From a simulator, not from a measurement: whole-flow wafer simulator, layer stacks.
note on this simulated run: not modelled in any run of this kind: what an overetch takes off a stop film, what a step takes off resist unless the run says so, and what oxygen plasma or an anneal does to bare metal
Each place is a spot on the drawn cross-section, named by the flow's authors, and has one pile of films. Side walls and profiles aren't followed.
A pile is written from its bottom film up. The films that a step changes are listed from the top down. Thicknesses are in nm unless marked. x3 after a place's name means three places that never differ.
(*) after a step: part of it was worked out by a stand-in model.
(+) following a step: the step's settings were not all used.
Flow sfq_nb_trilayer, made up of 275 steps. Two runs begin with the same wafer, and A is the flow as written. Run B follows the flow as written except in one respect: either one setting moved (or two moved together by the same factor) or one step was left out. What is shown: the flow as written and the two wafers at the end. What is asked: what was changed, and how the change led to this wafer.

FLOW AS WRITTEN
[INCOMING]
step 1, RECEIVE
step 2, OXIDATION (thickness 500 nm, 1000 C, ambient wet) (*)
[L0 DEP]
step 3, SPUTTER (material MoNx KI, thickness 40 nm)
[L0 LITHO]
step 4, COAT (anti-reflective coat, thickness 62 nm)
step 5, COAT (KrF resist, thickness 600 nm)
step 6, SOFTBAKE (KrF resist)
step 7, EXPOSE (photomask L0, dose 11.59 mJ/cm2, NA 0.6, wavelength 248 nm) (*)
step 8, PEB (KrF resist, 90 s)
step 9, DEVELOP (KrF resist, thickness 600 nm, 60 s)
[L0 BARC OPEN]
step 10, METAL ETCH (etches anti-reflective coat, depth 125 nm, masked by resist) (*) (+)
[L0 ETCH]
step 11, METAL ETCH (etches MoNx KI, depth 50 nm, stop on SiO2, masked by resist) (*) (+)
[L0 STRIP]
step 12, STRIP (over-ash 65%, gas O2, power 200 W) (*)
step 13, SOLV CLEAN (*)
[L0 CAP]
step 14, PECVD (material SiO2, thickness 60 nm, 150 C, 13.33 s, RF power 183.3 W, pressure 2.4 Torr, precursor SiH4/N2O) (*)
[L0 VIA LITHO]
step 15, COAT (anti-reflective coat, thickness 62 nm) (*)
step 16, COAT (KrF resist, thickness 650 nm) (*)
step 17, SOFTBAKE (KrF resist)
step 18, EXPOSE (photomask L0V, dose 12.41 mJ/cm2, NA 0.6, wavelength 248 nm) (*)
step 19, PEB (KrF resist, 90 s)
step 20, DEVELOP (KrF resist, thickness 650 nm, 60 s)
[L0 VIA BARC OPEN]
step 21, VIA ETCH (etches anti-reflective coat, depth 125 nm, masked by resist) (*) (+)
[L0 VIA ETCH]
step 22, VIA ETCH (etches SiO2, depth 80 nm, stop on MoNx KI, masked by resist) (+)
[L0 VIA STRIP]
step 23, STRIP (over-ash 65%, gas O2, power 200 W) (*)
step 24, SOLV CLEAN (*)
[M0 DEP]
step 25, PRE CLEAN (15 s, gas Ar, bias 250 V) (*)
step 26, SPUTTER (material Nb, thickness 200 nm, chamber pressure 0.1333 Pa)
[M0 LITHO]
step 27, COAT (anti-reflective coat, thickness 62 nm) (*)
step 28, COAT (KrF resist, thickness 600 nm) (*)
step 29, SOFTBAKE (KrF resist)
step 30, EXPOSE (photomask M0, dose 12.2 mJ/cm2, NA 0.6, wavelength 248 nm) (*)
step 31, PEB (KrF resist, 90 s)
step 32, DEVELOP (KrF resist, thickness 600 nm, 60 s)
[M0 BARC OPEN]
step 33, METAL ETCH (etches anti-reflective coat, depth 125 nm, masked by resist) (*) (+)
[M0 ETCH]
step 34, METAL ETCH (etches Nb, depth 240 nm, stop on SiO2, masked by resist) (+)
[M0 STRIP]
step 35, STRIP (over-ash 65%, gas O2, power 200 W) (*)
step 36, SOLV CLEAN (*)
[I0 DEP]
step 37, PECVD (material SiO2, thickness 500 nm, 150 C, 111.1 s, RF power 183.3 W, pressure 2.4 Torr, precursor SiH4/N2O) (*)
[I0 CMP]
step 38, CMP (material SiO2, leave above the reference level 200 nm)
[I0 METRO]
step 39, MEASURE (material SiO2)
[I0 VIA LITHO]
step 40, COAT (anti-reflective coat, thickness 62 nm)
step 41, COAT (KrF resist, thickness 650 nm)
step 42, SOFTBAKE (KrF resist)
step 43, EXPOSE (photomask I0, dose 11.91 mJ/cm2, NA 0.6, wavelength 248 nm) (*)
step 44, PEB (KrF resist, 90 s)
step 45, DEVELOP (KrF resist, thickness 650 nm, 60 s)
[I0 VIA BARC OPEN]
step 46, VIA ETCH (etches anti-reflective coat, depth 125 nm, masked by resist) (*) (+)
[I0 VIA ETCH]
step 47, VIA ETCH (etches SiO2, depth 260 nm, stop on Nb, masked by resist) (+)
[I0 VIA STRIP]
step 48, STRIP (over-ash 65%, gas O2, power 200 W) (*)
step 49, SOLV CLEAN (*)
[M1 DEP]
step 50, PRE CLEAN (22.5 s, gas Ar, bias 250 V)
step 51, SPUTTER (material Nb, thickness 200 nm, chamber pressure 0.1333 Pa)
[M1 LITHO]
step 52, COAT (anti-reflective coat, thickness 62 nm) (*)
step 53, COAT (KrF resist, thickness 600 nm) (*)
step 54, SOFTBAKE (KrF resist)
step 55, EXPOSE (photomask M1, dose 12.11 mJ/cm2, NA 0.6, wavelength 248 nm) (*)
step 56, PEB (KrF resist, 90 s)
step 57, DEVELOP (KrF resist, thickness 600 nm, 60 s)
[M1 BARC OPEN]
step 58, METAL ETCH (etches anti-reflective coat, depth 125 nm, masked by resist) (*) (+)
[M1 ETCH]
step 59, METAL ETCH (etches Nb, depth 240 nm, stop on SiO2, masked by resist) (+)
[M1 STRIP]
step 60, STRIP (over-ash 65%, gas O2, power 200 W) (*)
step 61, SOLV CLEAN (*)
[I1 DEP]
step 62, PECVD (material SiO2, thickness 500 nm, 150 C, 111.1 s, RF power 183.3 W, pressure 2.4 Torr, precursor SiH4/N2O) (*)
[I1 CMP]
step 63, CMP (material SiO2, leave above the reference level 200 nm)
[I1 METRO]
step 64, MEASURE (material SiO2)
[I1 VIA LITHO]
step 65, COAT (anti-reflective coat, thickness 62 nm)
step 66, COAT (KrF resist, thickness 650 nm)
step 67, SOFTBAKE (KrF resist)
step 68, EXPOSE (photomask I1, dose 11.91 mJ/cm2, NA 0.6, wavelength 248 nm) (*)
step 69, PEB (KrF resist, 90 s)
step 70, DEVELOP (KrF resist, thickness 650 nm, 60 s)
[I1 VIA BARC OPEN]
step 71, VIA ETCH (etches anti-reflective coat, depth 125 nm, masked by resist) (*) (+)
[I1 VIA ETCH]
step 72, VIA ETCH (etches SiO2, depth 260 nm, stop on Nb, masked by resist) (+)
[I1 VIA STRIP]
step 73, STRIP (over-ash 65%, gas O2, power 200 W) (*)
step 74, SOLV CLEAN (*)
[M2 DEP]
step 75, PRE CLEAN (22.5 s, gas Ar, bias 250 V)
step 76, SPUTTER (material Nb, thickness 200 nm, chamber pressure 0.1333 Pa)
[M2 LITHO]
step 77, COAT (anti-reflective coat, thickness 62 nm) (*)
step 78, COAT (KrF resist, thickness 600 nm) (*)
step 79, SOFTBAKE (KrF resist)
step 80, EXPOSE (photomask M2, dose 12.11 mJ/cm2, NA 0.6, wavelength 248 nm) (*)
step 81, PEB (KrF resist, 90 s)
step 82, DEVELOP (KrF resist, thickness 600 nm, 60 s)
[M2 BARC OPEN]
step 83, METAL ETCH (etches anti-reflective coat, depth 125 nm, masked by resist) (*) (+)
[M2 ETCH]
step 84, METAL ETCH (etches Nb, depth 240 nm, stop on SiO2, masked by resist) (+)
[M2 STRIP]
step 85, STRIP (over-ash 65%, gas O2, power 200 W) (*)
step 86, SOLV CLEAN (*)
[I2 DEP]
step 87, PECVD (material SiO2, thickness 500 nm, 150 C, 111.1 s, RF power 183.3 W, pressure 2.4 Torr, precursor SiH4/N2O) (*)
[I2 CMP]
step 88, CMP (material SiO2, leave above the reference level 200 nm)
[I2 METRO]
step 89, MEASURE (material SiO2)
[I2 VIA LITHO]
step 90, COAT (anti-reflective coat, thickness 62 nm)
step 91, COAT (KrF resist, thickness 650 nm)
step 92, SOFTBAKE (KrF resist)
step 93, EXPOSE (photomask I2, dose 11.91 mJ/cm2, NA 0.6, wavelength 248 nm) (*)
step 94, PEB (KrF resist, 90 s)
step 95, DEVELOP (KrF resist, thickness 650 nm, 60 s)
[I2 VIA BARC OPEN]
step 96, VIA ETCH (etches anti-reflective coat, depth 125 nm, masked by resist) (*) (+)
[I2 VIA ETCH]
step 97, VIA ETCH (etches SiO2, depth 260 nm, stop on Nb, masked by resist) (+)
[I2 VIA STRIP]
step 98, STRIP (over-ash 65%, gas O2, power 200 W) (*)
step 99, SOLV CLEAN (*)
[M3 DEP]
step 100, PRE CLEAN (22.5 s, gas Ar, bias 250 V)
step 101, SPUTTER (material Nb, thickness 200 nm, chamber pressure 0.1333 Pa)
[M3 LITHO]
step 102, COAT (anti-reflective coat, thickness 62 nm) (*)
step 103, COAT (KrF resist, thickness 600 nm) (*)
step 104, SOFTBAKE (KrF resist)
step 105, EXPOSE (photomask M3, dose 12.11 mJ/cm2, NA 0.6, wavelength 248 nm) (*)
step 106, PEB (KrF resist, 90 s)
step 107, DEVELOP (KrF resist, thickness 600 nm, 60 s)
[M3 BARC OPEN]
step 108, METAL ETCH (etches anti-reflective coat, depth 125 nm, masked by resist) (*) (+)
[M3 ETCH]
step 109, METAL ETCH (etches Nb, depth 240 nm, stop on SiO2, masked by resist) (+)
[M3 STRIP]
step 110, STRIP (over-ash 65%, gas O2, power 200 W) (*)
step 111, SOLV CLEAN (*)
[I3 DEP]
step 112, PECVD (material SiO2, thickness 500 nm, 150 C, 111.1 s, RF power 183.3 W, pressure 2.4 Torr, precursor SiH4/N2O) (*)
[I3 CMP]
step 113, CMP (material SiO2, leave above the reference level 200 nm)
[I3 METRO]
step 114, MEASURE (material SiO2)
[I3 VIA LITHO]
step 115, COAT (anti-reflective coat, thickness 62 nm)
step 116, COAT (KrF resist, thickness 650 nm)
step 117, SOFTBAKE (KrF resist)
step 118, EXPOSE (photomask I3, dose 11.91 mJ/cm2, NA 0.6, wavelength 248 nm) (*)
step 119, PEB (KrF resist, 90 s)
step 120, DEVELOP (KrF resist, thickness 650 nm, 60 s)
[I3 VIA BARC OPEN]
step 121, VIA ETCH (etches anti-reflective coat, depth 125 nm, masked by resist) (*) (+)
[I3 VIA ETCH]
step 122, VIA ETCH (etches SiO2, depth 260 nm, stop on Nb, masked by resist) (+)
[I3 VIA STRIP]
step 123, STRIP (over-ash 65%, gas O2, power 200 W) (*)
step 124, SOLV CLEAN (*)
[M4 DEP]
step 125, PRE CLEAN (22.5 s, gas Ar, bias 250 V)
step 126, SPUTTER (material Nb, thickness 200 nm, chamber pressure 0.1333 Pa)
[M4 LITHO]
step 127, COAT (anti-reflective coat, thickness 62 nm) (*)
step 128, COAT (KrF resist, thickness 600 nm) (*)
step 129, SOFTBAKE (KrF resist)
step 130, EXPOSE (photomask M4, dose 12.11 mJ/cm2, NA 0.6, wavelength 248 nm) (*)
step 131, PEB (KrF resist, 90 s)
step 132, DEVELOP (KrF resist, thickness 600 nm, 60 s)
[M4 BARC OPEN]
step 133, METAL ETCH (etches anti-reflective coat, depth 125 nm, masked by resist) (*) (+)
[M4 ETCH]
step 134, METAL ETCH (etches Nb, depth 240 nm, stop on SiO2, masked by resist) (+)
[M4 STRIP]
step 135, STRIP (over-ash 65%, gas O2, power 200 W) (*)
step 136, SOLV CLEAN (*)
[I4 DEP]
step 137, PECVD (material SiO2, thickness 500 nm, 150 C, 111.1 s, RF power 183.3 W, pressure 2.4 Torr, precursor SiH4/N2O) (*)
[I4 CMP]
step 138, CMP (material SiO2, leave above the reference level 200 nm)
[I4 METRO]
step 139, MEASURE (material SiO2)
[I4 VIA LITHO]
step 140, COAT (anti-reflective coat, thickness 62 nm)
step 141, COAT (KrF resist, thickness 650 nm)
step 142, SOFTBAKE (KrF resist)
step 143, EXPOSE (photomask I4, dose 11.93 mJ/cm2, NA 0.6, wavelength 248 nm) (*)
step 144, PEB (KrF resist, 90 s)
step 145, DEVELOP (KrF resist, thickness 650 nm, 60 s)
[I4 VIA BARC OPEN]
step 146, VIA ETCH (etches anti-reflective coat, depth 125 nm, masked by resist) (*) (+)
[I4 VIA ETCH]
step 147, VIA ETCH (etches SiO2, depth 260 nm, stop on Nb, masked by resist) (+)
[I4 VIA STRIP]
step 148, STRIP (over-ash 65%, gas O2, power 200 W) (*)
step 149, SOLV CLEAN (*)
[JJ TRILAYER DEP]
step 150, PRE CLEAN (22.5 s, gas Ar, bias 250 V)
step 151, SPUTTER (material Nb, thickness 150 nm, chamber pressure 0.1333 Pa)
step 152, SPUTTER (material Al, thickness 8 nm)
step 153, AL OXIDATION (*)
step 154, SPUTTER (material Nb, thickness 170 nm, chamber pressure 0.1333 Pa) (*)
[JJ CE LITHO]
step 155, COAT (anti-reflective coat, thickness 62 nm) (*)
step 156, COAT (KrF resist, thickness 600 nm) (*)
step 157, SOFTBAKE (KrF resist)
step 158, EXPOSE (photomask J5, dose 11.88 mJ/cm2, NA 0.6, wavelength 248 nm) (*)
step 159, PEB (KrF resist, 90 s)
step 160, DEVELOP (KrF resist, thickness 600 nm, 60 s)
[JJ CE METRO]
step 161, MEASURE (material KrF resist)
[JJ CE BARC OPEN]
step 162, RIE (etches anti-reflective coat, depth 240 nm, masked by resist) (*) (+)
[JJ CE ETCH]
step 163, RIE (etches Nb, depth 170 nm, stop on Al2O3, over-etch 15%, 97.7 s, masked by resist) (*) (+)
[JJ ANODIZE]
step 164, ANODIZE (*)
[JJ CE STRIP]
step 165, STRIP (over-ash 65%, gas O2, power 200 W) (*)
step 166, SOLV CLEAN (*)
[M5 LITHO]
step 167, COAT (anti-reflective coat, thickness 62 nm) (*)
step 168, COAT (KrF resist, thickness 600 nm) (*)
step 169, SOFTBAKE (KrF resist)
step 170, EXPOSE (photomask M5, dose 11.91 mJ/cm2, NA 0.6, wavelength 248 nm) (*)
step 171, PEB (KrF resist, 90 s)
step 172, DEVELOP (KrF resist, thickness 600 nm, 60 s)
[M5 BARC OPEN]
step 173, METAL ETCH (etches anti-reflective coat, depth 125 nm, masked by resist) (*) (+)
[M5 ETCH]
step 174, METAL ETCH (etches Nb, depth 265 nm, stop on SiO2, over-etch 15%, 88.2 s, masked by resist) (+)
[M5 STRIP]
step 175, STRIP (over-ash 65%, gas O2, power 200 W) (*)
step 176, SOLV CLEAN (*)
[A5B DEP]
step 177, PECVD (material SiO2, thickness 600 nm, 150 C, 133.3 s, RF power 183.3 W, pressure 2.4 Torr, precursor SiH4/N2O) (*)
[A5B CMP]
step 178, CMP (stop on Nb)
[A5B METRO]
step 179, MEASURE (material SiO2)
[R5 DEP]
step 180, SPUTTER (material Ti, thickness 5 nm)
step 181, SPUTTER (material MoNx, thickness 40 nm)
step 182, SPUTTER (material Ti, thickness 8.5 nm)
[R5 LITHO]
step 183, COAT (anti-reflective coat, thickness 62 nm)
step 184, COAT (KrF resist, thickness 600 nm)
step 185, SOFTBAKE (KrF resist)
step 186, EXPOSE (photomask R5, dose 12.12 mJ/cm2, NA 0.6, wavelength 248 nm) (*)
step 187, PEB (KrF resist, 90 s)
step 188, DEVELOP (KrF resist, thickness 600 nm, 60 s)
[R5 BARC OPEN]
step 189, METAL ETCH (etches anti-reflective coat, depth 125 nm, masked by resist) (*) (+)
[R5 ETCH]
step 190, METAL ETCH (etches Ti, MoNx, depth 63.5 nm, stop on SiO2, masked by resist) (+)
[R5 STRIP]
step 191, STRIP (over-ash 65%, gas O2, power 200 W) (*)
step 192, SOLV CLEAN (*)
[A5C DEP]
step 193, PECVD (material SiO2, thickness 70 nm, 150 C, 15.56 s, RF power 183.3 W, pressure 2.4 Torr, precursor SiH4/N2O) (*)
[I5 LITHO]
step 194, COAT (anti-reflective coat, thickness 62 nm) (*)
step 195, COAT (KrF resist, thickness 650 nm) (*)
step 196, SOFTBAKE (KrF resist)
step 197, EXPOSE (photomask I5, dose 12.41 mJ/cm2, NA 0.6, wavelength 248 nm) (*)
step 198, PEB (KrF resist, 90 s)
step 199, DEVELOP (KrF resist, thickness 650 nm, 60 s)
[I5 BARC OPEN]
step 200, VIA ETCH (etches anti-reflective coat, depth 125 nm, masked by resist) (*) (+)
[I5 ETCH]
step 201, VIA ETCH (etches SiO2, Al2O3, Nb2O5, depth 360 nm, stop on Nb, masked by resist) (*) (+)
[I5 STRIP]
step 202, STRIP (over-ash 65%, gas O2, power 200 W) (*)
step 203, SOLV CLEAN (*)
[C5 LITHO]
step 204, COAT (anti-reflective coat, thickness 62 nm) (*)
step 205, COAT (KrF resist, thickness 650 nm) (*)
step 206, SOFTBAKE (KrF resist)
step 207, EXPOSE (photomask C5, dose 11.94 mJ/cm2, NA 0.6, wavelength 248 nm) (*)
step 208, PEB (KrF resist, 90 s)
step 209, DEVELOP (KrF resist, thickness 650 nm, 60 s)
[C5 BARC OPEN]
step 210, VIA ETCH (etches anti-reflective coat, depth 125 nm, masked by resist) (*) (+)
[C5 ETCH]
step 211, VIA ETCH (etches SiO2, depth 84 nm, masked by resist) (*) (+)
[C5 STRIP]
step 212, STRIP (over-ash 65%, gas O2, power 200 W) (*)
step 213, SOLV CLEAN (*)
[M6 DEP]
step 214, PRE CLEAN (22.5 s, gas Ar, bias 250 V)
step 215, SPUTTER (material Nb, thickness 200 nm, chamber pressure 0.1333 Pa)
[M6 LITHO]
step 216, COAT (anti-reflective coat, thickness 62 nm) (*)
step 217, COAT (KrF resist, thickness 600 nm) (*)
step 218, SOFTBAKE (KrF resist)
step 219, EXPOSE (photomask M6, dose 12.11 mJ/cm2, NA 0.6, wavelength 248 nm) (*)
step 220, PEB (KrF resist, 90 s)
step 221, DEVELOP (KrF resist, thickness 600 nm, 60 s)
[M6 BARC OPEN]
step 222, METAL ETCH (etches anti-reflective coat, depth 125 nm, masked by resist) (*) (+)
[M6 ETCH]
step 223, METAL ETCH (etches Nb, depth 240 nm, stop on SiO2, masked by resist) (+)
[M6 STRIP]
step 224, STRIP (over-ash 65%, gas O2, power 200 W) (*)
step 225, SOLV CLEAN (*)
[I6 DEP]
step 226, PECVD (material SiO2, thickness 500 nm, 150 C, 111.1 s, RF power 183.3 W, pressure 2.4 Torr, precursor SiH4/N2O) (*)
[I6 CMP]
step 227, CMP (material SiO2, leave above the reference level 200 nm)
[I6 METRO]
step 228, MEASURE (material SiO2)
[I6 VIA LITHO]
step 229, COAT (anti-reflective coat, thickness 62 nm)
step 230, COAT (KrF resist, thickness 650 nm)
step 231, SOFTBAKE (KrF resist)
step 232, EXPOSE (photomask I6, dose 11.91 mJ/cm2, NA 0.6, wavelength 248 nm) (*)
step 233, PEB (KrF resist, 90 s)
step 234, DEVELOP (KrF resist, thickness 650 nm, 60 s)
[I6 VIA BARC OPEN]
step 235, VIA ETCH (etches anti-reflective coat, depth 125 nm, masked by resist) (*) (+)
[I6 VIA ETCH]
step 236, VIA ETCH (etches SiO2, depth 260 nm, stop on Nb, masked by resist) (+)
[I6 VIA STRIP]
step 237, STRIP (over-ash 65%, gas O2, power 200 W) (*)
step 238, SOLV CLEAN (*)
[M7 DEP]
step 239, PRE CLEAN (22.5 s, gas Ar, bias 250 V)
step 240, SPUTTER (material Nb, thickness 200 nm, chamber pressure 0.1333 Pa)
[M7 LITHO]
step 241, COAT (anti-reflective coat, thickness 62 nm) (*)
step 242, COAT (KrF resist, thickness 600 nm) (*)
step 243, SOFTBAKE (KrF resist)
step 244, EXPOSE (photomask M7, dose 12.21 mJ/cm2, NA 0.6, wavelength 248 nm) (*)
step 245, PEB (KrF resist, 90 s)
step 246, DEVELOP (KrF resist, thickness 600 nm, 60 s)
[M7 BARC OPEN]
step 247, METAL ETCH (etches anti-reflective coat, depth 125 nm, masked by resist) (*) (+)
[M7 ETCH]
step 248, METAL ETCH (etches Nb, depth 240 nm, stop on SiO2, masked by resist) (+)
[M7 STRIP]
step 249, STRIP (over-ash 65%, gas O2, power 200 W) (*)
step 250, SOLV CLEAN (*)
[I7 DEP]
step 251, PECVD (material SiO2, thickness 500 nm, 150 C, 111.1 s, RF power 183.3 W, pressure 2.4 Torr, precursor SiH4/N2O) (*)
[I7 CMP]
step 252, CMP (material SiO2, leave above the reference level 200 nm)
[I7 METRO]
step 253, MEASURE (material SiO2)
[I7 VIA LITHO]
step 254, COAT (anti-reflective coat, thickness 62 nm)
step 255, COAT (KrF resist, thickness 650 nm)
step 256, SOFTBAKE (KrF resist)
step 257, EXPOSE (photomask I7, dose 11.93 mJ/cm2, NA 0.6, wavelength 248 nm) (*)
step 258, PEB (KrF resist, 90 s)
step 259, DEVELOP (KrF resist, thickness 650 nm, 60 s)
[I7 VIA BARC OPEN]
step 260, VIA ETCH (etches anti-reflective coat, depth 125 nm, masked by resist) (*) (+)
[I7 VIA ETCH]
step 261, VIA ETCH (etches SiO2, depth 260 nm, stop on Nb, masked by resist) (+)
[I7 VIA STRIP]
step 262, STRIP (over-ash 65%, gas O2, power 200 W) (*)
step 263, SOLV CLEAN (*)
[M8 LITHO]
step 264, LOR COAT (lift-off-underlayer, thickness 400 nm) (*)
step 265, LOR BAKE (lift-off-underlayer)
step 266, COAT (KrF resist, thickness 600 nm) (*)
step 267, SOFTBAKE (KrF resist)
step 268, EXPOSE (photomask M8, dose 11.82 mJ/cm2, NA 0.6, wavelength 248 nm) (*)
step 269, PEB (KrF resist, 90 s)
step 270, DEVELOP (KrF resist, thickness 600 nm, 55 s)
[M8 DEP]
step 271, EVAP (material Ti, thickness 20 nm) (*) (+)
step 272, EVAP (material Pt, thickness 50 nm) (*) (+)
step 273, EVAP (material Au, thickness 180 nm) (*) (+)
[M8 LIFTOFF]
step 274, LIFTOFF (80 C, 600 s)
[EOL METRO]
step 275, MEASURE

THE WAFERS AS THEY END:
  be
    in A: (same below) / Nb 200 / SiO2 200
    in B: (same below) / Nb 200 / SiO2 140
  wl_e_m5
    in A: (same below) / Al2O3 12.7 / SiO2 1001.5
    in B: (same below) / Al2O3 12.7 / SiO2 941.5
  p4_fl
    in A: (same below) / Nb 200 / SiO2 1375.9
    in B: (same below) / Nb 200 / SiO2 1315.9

What caused this: step 252, CMP: leave above the reference level 140 nm was run, though the flow has leave above the reference level 200 nm.
The wafer lets one read it off: be has SiO2 140, and step 252 as written asks for 200 nm.

How this came from the change, step by step:
  step 252, CMP (material SiO2, leave above the reference level 200 nm)
      field_l, p4_fl, p4_fm and 56 more: A -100 SiO2 | B -160 SiO2
      v_sur, via_wl, via_w and 37 more: A -300 SiO2 | B -360 SiO2
      (also at 7 further places)
  step 261, VIA ETCH (etches SiO2, depth 260 nm, stop on Nb, masked by resist) (+)
      field_l, v_sur, via_sp and 100 more: A -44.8 KrF resist | B -36.2 KrF resist
      via_wl, via_w, via_wr: A -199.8 SiO2 (all of it) | B -139.8 SiO2 (all of it)
  step 264, LOR COAT (lift-off-underlayer, thickness 400 nm) (*)
      via_wl, via_wr: A +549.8 lift-off-underlayer (new film) | B +504.8 lift-off-underlayer (new film)
      v_sur: A +369.4 lift-off-underlayer (new film) | B +378.6 lift-off-underlayer (new film)
      (also at 1 further place)
  step 270, DEVELOP (KrF resist, thickness 600 nm, 55 s)
      v_sur: A -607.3 KrF resist (all of it), -369.4 lift-off-underlayer (all of it) | B -604.8 KrF resist (all of it), -378.6 lift-off-underlayer (all of it)
      via_wl: A -623.9 KrF resist (all of it), -549.8 lift-off-underlayer (all of it) | B -616.3 KrF resist (all of it), -504.8 lift-off-underlayer (all of it)
      (also at 2 further places)
